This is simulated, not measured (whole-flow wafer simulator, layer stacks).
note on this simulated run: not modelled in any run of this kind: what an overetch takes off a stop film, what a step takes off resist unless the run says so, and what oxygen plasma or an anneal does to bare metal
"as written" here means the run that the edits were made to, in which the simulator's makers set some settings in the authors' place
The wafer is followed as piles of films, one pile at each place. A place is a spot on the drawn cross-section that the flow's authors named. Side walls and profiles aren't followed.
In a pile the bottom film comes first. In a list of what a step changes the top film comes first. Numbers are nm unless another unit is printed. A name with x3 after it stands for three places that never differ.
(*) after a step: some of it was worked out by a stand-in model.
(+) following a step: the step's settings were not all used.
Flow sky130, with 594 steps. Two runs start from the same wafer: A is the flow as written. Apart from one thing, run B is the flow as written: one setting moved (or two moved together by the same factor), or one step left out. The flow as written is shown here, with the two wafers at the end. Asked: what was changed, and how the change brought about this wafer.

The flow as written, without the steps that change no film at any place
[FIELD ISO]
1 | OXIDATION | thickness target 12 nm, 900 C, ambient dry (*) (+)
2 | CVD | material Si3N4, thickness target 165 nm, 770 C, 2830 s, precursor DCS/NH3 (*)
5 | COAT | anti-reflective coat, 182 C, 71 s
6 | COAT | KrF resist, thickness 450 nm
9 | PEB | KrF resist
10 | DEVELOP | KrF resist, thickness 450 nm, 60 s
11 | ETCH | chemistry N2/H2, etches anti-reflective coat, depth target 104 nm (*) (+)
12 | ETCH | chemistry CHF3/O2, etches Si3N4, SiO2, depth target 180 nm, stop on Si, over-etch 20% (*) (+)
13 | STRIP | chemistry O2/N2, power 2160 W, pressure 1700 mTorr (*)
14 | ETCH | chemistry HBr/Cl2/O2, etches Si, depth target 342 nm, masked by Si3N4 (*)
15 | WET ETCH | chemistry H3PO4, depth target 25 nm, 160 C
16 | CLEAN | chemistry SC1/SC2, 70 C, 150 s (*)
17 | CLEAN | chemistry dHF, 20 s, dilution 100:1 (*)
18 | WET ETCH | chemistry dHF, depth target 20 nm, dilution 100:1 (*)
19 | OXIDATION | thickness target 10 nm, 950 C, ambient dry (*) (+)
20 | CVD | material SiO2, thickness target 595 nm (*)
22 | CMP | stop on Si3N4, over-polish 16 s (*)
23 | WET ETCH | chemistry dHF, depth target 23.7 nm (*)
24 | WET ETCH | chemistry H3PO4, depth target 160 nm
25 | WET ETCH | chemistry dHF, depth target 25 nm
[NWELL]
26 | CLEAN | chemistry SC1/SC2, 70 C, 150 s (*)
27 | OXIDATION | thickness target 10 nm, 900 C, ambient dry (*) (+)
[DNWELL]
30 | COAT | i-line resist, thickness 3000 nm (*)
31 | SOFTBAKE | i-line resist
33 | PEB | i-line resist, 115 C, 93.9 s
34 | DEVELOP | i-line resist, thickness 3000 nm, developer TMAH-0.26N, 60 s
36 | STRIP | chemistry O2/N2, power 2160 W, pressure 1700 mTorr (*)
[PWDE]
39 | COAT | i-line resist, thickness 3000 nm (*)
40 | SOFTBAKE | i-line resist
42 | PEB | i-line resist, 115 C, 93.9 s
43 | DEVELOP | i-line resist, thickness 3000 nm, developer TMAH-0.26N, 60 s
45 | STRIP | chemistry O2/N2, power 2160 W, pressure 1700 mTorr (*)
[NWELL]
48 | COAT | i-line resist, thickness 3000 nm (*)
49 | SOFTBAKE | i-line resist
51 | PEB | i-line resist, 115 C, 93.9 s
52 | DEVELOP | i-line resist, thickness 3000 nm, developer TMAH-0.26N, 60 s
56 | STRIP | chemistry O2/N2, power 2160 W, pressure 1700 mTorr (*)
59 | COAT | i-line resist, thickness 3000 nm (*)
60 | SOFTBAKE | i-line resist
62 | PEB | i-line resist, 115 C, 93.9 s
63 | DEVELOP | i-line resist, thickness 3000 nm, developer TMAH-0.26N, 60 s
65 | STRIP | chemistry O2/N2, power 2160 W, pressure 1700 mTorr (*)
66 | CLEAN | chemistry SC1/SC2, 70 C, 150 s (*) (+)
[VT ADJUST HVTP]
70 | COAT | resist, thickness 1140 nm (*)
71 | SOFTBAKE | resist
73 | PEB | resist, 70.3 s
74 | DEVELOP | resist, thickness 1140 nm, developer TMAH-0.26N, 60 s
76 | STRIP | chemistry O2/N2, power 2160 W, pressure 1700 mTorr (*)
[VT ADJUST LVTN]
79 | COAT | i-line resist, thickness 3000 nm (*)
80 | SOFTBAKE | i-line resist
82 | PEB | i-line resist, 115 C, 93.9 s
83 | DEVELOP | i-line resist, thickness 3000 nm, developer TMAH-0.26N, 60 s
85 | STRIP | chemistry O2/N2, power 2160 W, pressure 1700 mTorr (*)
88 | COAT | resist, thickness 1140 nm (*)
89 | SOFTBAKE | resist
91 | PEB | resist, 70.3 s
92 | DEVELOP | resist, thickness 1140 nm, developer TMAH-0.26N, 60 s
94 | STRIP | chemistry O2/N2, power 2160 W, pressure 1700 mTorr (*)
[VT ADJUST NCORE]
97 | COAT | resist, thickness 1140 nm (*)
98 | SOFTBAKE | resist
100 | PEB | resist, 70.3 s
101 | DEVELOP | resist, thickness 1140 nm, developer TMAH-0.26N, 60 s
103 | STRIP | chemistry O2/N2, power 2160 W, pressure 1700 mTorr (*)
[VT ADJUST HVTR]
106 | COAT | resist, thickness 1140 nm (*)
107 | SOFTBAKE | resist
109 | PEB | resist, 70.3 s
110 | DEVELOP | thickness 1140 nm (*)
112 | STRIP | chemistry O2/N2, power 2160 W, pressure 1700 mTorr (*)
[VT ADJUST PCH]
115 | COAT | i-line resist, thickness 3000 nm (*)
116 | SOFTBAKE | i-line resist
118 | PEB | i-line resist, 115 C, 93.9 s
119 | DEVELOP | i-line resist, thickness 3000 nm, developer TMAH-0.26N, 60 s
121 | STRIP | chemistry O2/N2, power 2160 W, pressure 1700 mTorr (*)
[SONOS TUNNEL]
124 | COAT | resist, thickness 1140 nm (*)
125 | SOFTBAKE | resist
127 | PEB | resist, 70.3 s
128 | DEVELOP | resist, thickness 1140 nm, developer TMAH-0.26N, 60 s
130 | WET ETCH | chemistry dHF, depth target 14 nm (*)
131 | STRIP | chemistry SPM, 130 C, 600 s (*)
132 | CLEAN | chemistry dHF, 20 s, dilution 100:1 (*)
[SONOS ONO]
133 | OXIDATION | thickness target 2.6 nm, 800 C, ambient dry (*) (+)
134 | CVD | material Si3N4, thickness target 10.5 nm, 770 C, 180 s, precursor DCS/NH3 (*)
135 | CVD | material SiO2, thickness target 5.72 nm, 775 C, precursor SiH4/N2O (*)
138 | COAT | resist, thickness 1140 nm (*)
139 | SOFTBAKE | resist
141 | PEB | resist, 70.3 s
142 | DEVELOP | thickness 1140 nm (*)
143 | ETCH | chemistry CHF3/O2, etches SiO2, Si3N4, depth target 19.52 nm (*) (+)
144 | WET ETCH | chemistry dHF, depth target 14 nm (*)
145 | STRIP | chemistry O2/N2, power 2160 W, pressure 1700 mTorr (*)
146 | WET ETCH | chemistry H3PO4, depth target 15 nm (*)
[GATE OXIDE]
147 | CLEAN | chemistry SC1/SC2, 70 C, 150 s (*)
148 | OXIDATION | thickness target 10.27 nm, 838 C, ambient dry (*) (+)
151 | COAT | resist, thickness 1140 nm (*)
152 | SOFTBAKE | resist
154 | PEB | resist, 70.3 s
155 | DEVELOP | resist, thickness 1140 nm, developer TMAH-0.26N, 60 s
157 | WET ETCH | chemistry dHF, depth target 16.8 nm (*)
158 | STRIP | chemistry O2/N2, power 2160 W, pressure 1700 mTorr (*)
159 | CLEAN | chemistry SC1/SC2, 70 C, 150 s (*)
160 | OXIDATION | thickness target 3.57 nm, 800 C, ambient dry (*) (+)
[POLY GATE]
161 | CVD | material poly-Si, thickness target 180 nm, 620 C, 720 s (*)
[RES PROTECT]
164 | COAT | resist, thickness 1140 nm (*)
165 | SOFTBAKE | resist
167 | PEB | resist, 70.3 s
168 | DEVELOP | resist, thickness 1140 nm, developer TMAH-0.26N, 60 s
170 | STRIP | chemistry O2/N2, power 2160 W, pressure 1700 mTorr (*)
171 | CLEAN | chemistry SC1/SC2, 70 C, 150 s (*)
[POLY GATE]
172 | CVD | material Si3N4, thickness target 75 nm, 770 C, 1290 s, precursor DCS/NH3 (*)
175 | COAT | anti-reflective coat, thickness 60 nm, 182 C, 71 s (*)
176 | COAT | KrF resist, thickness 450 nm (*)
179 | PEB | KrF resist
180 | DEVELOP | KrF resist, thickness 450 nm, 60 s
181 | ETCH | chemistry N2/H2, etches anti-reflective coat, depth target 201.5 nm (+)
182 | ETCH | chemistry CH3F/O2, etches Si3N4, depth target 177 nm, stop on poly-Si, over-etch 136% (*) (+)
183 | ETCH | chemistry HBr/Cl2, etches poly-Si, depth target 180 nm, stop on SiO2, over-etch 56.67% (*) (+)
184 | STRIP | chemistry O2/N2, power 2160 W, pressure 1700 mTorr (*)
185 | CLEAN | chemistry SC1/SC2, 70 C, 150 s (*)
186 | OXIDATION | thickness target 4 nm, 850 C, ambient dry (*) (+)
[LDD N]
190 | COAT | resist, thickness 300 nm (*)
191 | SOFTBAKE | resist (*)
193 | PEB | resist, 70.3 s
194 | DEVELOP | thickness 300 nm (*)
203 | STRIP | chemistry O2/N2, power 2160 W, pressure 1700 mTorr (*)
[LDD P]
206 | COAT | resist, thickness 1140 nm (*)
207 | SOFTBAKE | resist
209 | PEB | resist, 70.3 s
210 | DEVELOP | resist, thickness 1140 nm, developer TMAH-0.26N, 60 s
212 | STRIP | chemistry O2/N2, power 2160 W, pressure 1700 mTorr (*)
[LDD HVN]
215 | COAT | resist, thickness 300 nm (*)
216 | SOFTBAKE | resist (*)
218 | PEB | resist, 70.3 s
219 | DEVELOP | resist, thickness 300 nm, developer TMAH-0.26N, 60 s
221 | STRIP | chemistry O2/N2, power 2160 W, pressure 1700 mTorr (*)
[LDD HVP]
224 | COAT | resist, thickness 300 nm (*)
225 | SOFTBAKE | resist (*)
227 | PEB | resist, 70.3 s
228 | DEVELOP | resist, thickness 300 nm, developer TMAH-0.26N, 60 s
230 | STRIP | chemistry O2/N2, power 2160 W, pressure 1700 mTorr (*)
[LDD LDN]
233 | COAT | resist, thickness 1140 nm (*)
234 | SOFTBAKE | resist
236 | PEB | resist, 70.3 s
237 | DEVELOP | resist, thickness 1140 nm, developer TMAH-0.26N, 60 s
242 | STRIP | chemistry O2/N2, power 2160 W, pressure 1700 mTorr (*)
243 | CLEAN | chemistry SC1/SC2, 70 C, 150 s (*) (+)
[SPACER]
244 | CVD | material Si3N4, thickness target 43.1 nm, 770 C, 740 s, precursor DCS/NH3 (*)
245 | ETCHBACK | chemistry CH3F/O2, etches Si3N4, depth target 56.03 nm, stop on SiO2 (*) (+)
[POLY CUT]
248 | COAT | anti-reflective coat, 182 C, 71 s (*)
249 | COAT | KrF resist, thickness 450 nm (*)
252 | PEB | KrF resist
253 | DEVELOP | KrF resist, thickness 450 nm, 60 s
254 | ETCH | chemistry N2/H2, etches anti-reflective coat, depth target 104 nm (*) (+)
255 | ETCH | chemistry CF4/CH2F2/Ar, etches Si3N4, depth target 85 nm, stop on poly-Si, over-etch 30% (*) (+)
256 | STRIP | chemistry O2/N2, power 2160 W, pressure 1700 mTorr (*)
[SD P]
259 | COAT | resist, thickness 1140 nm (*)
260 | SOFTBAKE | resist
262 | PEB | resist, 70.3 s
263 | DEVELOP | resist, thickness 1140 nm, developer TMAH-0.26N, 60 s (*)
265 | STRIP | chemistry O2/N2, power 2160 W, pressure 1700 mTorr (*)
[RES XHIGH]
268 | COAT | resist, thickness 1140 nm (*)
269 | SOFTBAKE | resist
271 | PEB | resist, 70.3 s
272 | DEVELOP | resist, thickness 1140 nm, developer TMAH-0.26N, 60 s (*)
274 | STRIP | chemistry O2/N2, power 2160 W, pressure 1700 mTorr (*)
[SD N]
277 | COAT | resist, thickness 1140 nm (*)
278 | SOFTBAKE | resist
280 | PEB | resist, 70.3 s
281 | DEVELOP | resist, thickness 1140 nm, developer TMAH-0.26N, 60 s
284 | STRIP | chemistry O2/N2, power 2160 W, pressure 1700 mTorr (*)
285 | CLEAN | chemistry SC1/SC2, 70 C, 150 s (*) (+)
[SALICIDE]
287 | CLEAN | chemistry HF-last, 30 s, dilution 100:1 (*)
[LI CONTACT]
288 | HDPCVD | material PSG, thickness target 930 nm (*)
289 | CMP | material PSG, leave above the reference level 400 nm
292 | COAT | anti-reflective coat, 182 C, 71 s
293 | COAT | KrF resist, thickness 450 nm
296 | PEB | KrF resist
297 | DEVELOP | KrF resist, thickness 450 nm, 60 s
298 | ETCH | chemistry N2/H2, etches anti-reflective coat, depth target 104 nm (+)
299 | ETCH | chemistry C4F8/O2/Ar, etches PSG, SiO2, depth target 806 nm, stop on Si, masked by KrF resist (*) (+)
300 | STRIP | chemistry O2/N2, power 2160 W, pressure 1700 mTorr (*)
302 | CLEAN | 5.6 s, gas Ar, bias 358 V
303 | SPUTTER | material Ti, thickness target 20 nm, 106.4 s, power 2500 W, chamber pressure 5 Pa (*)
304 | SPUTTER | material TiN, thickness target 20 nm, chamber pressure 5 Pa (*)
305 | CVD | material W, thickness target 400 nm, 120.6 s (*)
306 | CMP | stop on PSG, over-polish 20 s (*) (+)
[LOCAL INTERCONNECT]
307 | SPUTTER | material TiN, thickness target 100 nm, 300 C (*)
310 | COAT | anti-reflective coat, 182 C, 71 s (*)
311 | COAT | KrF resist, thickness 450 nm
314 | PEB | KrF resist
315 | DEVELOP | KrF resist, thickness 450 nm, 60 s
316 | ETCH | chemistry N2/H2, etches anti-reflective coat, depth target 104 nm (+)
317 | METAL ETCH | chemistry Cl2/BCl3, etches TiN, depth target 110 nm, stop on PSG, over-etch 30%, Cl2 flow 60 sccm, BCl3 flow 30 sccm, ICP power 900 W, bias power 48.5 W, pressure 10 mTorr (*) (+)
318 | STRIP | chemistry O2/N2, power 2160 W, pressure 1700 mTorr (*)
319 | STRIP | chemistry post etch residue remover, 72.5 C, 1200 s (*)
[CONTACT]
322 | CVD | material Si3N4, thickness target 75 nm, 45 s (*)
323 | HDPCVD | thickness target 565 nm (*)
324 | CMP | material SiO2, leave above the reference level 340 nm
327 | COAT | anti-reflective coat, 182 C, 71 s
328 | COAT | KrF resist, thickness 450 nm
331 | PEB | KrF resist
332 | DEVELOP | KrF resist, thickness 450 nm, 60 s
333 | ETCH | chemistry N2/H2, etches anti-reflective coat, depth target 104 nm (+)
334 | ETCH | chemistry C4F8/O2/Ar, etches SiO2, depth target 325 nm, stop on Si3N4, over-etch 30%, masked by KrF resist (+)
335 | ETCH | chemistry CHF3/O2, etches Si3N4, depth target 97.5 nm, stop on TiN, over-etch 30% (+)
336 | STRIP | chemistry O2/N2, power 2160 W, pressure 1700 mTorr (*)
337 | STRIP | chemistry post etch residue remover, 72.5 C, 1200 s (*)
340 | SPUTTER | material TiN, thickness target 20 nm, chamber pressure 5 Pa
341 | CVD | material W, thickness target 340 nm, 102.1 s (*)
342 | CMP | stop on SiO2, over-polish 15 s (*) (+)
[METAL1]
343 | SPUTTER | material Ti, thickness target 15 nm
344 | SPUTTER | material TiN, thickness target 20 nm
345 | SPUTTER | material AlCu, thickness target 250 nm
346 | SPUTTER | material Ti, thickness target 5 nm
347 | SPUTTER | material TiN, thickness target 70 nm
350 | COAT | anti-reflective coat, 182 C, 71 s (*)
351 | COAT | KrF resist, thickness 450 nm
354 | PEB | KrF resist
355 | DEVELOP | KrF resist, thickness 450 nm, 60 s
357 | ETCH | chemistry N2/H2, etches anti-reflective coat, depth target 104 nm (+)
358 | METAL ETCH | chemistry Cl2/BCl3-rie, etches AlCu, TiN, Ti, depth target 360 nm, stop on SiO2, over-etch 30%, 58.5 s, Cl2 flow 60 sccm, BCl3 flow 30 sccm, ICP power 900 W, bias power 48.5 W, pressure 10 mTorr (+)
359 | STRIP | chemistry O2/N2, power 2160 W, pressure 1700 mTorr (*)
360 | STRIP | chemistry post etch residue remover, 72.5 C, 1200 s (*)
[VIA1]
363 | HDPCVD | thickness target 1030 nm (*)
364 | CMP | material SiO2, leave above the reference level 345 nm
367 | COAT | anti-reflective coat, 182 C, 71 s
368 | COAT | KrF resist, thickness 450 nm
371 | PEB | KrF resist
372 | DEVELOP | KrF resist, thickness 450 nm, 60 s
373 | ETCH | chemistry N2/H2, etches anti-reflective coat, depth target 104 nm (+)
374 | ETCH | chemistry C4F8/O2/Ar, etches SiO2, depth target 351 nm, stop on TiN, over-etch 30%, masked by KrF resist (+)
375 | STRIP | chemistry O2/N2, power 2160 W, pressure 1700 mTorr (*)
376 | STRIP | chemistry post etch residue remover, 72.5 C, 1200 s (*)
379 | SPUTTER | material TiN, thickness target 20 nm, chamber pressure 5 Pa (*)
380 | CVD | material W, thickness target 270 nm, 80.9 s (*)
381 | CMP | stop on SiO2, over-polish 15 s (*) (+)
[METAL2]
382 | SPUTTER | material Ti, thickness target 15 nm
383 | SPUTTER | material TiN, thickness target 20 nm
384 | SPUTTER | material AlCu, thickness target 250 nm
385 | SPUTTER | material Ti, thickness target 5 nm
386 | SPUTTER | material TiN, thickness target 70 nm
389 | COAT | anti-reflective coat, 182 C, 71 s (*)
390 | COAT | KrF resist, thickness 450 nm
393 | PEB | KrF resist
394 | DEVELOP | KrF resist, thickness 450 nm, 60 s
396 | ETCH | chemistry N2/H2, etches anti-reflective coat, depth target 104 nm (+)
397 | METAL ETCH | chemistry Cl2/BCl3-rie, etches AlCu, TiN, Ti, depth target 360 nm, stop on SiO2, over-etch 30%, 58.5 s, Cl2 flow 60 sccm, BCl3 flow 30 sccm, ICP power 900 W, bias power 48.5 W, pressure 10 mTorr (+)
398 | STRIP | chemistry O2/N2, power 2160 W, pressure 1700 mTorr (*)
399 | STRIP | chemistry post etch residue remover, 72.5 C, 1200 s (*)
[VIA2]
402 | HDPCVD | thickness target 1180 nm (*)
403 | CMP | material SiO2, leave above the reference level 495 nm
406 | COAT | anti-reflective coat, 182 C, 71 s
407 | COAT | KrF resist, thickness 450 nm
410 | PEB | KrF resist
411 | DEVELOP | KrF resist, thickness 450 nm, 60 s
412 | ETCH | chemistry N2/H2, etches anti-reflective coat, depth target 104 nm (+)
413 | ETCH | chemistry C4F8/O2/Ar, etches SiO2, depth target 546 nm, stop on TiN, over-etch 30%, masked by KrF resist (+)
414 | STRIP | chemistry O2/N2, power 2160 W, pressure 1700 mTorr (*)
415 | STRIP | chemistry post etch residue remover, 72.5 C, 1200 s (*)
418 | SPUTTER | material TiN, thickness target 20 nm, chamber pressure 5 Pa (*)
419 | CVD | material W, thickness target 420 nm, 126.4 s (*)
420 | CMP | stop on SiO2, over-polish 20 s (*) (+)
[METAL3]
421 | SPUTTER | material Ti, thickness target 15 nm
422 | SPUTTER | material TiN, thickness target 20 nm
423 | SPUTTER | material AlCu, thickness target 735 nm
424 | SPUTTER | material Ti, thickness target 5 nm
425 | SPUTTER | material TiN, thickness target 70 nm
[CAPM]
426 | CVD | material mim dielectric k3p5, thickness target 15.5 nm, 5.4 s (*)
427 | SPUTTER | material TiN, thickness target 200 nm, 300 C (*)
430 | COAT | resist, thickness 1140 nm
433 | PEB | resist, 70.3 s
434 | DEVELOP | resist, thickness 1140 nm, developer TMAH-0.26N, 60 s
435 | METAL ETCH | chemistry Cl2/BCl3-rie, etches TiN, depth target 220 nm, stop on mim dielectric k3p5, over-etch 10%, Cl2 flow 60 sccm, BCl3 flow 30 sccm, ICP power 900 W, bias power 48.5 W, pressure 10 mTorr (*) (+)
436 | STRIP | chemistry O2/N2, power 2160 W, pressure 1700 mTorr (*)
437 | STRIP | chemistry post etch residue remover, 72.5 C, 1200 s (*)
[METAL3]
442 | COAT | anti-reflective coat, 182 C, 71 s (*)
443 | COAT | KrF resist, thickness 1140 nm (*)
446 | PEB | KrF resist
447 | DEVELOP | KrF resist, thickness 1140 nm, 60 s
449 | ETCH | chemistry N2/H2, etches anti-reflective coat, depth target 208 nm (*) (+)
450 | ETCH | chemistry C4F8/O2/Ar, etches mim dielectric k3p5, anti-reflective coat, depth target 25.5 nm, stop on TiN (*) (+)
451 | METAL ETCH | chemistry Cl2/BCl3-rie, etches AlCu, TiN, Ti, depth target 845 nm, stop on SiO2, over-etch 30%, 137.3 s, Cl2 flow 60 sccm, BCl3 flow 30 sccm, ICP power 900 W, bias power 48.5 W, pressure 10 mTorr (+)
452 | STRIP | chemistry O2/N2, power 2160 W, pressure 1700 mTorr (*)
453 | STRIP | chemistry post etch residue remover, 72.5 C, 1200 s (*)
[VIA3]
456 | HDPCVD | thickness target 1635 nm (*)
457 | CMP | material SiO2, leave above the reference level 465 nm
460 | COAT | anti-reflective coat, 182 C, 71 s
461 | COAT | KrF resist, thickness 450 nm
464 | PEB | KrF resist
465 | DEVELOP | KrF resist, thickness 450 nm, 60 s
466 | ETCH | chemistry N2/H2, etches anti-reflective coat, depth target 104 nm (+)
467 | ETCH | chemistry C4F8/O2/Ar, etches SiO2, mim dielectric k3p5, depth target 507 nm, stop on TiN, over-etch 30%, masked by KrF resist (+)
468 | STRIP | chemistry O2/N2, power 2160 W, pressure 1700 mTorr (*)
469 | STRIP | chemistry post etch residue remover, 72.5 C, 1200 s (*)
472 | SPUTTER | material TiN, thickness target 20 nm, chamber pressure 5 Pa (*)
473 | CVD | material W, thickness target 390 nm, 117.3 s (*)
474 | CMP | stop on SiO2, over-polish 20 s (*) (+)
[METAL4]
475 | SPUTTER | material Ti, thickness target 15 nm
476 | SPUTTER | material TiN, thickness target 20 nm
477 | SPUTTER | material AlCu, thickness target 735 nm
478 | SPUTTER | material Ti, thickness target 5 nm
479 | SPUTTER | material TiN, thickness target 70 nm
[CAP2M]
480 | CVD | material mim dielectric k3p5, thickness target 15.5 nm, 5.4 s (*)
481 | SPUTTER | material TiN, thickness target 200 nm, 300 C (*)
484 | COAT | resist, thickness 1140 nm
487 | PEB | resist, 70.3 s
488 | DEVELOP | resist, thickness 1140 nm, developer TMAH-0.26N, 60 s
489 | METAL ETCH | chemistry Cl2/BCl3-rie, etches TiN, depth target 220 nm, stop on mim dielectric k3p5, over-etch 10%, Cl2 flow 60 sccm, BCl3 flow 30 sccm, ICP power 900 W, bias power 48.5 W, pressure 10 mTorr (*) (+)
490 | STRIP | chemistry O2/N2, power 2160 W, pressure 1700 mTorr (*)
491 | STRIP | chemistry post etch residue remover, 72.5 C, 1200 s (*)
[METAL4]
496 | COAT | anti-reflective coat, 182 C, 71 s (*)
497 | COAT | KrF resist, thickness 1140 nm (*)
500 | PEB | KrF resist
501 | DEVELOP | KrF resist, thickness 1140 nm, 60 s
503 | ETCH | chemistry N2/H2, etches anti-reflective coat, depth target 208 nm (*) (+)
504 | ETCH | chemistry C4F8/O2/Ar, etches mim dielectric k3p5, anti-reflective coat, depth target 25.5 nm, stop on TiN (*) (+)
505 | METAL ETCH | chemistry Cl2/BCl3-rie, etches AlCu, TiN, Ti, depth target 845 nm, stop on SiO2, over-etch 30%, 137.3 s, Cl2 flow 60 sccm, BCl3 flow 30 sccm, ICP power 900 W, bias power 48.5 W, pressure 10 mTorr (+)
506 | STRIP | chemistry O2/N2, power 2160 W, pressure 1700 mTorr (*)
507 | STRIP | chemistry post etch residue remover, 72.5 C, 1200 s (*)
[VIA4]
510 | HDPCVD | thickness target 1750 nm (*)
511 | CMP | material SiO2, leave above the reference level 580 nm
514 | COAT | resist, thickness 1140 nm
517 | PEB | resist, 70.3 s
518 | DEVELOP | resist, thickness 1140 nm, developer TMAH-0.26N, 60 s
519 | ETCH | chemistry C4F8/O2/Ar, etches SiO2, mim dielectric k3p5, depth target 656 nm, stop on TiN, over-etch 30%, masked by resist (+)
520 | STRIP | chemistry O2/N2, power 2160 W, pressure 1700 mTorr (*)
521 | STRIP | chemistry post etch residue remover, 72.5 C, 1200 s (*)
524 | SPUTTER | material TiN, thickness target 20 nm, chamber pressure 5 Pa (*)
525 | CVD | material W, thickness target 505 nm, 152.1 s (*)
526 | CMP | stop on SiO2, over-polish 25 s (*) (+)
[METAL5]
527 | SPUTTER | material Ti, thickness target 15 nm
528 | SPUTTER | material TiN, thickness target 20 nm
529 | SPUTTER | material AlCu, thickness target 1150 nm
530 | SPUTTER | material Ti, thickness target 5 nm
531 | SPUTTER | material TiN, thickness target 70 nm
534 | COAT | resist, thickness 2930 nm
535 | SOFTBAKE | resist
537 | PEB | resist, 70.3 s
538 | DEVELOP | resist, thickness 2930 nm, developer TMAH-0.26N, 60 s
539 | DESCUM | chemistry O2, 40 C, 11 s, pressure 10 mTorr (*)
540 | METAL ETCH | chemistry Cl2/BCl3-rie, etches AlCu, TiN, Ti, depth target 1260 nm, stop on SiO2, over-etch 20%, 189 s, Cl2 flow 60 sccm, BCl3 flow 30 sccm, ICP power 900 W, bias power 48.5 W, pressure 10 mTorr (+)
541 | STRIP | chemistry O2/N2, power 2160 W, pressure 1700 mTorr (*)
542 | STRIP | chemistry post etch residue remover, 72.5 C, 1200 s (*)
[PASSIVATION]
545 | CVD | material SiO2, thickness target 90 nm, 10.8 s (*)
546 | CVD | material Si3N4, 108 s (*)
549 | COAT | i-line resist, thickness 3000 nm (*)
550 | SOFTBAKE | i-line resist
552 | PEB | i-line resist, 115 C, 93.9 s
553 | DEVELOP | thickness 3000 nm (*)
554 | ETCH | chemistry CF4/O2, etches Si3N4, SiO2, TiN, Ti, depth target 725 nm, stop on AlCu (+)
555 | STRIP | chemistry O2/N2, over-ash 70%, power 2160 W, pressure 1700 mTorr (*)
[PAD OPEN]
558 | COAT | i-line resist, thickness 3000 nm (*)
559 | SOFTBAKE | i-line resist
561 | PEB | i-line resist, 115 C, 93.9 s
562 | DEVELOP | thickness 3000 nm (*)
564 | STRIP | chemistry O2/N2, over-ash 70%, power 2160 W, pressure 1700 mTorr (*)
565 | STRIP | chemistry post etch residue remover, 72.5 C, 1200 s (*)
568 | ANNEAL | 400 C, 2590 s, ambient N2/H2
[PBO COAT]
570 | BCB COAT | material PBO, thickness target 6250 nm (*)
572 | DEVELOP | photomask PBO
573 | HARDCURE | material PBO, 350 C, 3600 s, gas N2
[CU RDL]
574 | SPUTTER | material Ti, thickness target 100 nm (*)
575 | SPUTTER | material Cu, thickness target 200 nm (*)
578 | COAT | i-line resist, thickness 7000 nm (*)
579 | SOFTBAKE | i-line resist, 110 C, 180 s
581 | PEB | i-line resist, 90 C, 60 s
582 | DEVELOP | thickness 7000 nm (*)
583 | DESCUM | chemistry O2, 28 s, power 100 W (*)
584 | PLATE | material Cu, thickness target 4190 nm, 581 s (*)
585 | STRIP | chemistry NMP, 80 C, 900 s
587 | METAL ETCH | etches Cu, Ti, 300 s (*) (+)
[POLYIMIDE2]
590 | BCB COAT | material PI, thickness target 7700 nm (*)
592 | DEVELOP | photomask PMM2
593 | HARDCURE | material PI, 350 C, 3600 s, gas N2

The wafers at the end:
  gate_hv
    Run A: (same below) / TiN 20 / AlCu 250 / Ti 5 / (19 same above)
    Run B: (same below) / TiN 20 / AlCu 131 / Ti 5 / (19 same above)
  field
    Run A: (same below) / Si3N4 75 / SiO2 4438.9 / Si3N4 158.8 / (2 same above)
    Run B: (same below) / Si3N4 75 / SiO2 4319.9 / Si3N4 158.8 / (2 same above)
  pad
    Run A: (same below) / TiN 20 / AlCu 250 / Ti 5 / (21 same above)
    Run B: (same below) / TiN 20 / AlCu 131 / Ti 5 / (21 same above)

What caused this: step 384, SPUTTER: thickness target 131 nm was run, whereas the flow has thickness target 250 nm.
One can read it off the wafer: gate_hv has AlCu 131, and step 384 as written asks for 250 nm.

Step by step, how the change led to this:
  384 | SPUTTER | material AlCu, thickness target 250 nm
      field, active, n_well and 188 more: A +250 AlCu (new film) | B +131 AlCu (new film)
  397 | METAL ETCH | chemistry Cl2/BCl3-rie, etches AlCu, TiN, Ti, depth target 360 nm, stop on SiO2, over-etch 30%, 58.5 s, Cl2 flow 60 sccm, BCl3 flow 30 sccm, ICP power 900 W, bias power 48.5 W, pressure 10 mTorr (+)
      field, active, gate and 82 more: A -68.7 TiN (all of it), -5 Ti (all of it), -250 AlCu (all of it), -20 TiN (all of it), -15 Ti (all of it), -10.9 SiO2 | B -68.7 TiN (all of it), -5 Ti (all of it), -131 AlCu (all of it), -20 TiN (all of it), -15 Ti (all of it), -22.8 SiO2
  403 | CMP | material SiO2, leave above the reference level 495 nm
      field, active, gate and 82 more: A -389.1 SiO2 | B -496.2 SiO2
